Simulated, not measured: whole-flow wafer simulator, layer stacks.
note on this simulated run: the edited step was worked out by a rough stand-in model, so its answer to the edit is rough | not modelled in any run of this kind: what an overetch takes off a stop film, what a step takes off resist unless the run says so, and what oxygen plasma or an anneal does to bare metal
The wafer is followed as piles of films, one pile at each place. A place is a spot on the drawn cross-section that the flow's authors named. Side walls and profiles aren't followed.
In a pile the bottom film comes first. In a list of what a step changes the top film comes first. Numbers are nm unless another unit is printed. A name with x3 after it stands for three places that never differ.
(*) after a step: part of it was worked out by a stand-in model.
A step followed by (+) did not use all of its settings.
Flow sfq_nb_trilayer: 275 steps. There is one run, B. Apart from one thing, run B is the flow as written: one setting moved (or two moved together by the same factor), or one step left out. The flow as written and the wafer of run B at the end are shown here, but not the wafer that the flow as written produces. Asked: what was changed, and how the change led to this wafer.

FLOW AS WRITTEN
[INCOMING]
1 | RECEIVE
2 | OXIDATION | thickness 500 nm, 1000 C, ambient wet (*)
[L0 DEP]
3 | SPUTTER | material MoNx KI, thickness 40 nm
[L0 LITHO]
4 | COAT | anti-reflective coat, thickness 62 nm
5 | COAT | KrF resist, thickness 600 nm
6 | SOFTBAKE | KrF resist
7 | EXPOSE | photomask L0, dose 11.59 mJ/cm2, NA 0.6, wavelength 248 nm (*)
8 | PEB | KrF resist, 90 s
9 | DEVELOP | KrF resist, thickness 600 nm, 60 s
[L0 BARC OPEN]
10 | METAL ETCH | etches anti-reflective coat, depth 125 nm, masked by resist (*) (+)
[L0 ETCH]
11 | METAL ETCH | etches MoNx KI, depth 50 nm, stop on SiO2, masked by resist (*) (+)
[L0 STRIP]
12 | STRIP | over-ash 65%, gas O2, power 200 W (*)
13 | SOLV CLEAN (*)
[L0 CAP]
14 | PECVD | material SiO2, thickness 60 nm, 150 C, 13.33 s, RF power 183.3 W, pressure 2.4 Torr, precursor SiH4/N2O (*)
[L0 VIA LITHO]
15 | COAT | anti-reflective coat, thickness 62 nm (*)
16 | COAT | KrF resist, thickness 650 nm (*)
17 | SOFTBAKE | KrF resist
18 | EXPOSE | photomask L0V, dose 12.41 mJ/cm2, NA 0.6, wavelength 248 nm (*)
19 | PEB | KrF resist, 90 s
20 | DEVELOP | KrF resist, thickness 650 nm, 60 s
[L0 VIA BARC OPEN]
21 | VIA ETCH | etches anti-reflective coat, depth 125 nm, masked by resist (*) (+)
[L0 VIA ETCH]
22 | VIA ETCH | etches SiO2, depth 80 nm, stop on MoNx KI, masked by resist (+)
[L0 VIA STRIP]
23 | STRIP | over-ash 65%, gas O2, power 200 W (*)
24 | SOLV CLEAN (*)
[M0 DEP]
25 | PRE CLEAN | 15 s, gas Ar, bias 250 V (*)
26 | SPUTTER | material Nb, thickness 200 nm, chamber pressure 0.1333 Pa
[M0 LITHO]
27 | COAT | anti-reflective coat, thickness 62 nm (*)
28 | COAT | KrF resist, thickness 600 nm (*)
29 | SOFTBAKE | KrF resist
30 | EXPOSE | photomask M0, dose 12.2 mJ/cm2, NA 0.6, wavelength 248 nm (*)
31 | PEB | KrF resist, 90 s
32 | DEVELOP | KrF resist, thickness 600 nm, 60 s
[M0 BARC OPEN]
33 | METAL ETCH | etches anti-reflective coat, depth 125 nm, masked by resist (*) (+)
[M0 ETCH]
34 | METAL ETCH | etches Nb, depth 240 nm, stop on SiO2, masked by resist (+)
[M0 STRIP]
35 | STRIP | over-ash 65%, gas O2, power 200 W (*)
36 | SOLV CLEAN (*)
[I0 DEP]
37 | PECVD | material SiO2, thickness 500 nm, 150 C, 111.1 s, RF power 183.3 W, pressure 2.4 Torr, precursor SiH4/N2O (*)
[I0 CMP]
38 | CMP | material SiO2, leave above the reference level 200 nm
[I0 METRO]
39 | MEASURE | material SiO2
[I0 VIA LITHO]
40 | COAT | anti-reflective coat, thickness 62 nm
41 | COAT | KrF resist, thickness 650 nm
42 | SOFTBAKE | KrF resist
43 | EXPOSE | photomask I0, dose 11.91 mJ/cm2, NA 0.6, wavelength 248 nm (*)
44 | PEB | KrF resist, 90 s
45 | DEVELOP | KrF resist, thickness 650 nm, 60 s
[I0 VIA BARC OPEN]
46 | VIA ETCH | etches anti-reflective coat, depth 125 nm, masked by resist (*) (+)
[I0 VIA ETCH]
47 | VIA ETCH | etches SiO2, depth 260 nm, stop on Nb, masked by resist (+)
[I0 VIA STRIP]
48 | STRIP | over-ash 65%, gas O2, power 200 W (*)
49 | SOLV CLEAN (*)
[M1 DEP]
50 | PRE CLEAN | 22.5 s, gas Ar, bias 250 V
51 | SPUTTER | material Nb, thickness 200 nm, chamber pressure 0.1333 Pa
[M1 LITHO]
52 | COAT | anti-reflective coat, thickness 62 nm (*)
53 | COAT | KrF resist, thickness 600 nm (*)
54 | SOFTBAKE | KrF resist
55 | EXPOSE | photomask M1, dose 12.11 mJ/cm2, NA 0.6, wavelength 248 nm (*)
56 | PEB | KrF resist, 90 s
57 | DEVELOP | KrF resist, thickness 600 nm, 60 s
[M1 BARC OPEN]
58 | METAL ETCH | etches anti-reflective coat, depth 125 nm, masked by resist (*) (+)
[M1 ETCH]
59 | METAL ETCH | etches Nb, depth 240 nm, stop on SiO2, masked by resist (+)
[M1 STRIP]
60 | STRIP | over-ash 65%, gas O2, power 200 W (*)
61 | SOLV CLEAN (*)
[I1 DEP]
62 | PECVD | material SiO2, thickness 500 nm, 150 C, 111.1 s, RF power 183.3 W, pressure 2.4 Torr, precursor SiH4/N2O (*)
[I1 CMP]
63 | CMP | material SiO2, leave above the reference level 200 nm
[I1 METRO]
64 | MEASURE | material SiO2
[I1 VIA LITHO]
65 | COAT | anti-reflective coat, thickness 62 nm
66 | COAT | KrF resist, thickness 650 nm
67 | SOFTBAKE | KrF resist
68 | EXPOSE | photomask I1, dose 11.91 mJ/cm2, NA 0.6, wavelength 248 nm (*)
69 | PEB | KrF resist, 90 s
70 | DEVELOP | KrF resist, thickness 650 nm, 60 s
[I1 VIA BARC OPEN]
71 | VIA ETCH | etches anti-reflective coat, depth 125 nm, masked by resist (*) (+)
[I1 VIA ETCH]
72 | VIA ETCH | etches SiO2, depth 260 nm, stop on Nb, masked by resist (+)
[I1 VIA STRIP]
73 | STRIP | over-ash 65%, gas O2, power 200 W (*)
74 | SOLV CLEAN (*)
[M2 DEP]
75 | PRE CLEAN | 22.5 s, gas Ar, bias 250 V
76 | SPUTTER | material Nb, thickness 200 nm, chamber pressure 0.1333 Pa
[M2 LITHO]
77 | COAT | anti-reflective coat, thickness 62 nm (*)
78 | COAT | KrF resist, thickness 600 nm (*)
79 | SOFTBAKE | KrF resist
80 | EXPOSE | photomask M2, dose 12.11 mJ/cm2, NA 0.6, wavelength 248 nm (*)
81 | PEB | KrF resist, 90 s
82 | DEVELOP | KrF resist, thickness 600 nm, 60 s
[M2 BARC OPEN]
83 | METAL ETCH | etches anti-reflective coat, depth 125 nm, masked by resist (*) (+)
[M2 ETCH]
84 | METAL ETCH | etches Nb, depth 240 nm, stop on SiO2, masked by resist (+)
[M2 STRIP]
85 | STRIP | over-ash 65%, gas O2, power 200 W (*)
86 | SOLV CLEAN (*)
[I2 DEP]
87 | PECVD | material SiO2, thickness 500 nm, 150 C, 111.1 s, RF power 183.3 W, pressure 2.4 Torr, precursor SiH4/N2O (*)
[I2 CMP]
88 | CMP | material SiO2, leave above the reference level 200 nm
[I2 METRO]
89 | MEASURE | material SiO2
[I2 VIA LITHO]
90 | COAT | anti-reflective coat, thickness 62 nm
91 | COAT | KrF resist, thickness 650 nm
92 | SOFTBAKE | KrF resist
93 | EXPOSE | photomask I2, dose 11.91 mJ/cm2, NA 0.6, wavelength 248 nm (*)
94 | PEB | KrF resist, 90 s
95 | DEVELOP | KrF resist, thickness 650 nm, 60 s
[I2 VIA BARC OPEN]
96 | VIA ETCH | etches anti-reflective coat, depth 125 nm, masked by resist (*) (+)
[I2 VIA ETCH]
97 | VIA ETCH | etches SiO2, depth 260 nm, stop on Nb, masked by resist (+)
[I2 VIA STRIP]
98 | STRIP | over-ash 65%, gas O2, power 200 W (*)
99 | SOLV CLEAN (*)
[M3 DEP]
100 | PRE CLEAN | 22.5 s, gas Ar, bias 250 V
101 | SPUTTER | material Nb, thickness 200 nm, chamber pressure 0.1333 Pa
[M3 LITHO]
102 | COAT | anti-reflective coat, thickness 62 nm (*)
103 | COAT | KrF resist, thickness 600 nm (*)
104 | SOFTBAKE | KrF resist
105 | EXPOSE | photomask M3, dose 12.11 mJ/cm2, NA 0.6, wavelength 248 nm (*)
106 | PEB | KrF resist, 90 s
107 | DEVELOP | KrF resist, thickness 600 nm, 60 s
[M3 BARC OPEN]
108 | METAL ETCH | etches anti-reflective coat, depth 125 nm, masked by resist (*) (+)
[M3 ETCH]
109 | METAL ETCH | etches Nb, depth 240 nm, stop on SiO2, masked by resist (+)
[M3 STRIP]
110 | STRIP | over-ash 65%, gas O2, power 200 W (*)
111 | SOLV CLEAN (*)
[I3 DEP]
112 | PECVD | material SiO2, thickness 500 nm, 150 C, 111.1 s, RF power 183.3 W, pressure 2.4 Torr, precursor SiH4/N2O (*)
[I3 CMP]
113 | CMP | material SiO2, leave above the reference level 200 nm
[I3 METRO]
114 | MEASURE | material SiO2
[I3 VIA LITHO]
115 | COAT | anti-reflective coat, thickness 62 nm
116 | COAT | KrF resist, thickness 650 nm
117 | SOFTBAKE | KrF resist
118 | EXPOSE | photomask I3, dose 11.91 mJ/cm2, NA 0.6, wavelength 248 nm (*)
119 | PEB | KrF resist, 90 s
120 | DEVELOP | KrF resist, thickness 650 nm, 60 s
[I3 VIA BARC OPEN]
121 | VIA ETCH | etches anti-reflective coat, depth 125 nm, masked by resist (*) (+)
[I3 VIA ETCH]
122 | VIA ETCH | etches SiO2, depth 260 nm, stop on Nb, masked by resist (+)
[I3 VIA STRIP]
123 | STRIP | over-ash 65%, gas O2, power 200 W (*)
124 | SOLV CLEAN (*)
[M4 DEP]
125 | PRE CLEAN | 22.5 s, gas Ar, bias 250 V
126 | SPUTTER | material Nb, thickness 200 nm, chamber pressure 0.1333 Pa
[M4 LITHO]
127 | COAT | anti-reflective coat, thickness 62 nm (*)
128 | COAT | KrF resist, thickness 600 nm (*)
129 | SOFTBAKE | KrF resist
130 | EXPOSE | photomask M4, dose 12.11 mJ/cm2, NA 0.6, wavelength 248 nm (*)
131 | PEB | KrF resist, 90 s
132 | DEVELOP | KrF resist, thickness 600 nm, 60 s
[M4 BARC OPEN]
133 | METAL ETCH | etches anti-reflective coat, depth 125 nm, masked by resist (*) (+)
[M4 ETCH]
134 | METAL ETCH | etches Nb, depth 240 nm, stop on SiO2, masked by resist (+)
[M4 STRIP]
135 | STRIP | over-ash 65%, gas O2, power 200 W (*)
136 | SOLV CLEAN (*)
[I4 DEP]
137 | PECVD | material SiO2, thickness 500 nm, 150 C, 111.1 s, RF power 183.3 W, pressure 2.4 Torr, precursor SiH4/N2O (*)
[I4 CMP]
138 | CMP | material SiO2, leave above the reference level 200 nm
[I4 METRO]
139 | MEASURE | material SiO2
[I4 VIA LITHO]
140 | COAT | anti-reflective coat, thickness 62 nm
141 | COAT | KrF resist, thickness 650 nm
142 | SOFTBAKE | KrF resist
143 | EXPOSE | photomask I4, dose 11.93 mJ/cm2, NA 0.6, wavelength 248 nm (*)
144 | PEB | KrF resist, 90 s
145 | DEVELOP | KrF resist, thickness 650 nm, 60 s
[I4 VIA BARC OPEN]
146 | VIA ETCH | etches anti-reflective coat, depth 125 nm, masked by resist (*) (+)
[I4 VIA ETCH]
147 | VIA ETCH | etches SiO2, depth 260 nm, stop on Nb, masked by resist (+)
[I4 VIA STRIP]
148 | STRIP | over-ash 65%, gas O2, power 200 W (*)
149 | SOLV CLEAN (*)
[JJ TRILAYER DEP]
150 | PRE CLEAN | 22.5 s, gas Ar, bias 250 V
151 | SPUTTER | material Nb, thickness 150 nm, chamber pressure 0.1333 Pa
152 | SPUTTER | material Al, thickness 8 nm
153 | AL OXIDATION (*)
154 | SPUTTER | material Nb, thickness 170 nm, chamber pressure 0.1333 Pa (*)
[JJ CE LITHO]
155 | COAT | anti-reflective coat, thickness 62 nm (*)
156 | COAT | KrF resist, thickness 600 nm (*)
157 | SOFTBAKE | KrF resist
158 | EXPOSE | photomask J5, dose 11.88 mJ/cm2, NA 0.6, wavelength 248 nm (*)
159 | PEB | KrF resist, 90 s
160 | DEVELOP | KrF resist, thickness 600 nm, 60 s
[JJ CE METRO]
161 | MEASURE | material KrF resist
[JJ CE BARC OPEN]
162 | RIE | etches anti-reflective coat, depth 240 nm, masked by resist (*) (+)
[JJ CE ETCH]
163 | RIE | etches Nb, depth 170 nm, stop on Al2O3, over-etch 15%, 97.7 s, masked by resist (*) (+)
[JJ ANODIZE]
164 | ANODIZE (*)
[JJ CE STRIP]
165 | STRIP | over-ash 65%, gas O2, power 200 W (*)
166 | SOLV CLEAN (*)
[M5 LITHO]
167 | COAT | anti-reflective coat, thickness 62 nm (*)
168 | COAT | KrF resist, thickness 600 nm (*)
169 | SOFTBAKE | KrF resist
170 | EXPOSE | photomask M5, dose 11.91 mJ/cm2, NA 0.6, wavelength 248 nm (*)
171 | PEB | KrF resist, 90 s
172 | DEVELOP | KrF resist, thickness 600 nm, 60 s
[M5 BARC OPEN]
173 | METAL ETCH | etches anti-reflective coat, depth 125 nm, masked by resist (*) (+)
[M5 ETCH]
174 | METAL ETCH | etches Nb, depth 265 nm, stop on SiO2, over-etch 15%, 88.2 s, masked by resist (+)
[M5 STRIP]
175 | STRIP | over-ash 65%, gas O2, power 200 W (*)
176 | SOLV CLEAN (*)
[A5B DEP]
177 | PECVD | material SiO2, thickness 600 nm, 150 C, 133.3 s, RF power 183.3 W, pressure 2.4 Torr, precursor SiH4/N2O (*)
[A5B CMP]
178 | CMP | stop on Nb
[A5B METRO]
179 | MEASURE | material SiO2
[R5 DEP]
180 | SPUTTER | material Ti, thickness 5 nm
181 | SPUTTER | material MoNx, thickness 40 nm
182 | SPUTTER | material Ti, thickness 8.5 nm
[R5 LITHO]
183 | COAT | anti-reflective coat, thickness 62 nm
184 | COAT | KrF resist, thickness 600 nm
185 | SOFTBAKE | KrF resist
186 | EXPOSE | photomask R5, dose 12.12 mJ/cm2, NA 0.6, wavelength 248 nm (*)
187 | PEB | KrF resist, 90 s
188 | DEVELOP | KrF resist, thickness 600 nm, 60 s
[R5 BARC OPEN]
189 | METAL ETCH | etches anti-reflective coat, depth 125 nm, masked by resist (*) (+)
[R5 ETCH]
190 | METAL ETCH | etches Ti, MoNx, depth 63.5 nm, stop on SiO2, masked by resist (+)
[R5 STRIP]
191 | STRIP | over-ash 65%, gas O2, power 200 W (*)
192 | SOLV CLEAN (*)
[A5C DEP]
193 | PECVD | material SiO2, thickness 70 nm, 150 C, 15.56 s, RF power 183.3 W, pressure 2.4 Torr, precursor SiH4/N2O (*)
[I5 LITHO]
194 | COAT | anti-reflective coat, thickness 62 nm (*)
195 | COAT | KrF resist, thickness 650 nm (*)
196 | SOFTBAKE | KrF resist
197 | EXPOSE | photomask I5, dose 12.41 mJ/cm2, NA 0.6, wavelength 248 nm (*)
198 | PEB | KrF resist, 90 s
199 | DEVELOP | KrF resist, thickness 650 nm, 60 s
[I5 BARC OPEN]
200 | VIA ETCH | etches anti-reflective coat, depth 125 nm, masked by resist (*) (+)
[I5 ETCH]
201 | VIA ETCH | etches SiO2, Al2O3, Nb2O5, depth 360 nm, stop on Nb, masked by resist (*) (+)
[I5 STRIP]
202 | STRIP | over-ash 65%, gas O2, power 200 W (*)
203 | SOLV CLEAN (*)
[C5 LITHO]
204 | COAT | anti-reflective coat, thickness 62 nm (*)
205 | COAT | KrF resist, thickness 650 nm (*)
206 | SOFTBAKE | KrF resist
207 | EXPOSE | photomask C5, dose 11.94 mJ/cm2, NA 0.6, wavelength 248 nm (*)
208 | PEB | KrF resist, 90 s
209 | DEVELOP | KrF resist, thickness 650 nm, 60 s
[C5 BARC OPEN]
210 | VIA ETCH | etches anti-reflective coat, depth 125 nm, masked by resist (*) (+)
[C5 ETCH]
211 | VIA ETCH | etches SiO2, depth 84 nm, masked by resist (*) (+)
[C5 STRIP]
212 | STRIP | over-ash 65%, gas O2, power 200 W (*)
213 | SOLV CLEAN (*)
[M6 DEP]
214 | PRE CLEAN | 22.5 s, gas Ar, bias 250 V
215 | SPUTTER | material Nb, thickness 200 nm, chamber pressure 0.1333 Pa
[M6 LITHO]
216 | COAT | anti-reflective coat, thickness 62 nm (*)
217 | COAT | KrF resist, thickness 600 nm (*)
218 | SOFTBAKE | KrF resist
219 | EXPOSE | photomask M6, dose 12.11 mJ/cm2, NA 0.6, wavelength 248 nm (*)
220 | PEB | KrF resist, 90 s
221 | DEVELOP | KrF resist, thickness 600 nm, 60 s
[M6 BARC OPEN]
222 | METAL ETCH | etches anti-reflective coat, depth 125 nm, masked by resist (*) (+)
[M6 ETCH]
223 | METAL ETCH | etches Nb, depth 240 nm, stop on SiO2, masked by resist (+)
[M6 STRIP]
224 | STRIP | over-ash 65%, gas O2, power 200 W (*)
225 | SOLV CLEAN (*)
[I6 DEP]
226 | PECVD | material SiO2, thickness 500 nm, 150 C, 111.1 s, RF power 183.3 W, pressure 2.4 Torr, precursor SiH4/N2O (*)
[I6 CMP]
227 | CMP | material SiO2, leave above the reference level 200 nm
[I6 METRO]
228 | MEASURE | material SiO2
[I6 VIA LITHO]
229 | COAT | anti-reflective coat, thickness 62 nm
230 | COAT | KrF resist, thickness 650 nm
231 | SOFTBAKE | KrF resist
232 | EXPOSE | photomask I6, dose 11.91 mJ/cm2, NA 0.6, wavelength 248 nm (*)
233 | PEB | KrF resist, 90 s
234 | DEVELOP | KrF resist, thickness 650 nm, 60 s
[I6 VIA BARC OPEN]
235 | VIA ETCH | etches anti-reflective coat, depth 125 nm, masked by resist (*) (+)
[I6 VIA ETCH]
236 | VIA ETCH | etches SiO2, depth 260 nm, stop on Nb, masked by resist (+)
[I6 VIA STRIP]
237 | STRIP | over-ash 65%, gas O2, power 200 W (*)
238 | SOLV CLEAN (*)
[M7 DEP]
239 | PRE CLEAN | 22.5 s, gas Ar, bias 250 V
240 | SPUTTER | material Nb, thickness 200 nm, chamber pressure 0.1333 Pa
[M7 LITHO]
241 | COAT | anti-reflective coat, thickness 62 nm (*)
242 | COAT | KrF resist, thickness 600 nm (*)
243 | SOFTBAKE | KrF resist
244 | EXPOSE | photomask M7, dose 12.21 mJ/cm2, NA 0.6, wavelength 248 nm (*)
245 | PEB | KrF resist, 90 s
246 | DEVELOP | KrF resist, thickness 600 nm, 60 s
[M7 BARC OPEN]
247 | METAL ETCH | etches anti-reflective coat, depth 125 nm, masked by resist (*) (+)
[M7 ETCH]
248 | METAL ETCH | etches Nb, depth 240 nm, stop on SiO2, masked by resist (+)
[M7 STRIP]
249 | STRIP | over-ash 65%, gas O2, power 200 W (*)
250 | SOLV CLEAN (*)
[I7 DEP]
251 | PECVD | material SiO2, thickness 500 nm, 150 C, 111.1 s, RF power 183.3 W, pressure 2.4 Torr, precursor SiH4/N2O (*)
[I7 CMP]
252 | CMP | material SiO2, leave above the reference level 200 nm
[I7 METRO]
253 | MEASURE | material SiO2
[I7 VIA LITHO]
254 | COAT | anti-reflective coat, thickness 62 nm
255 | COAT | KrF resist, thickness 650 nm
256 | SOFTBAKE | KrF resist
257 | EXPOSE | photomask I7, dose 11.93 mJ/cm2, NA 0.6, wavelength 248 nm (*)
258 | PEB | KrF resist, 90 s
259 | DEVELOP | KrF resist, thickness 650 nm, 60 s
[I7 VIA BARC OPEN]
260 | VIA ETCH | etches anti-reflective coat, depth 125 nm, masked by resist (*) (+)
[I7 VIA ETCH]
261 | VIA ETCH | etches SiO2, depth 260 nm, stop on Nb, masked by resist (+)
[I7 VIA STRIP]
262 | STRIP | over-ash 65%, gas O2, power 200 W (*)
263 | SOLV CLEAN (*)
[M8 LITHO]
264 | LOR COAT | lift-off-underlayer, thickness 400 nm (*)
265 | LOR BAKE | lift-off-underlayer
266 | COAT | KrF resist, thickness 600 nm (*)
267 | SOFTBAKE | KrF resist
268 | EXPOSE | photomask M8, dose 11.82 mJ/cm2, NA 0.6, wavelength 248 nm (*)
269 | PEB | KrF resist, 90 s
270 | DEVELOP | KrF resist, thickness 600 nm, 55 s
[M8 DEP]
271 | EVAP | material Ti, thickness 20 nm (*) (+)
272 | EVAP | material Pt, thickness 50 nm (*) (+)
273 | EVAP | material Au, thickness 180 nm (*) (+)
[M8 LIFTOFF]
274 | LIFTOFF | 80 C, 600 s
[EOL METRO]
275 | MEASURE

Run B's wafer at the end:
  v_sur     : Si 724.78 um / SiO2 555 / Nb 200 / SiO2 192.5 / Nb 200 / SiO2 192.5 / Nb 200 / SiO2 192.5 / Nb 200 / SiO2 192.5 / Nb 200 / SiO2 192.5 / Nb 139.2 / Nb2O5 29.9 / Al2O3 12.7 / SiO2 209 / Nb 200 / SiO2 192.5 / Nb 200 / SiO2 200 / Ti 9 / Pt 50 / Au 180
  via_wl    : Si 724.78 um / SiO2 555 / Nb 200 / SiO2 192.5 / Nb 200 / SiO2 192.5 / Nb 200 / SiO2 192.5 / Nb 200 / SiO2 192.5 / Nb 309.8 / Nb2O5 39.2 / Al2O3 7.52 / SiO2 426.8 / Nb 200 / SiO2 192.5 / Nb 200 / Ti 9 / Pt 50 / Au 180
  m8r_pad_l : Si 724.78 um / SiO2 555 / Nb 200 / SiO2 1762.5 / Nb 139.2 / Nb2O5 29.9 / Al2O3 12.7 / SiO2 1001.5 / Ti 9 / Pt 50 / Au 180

Cause: step 271, EVAP: thickness 9 nm was run, while the flow as written has thickness 20 nm.
The wafer itself shows it: v_sur has Ti 9, and step 271 as written asks for 20 nm.

Step by step, how the change led to this:
  271 | EVAP | material Ti, thickness 20 nm (*) (+)
      field_l, v_sur, via_wl and 103 more: Ti gains 9 (new film) (in the flow as written it would be: Ti gains 20 (new film))
  274 | LIFTOFF | 80 C, 600 s
      p4_fl, p4_fm, p4_w1 and 71 more: Au loses 180 (all of it), Pt loses 50 (all of it), Ti loses 9 (all of it), KrF resist loses 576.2 (all of it), lift-off-underlayer loses 400 (all of it) (in the flow as written it would be: Au loses 180 (all of it), Pt loses 50 (all of it), Ti loses 20 (all of it), KrF resist loses 576.2 (all of it), lift-off-underlayer loses 400 (all of it))
      c5j, ce_r: Au loses 180 (all of it), Pt loses 50 (all of it), Ti loses 9 (all of it), KrF resist loses 573.3 (all of it), lift-off-underlayer loses 399.3 (all of it) (in the flow as written it would be: Au loses 180 (all of it), Pt loses 50 (all of it), Ti loses 20 (all of it), KrF resist loses 573.3 (all of it), lift-off-underlayer loses 399.3 (all of it))
      (also at 19 further places)
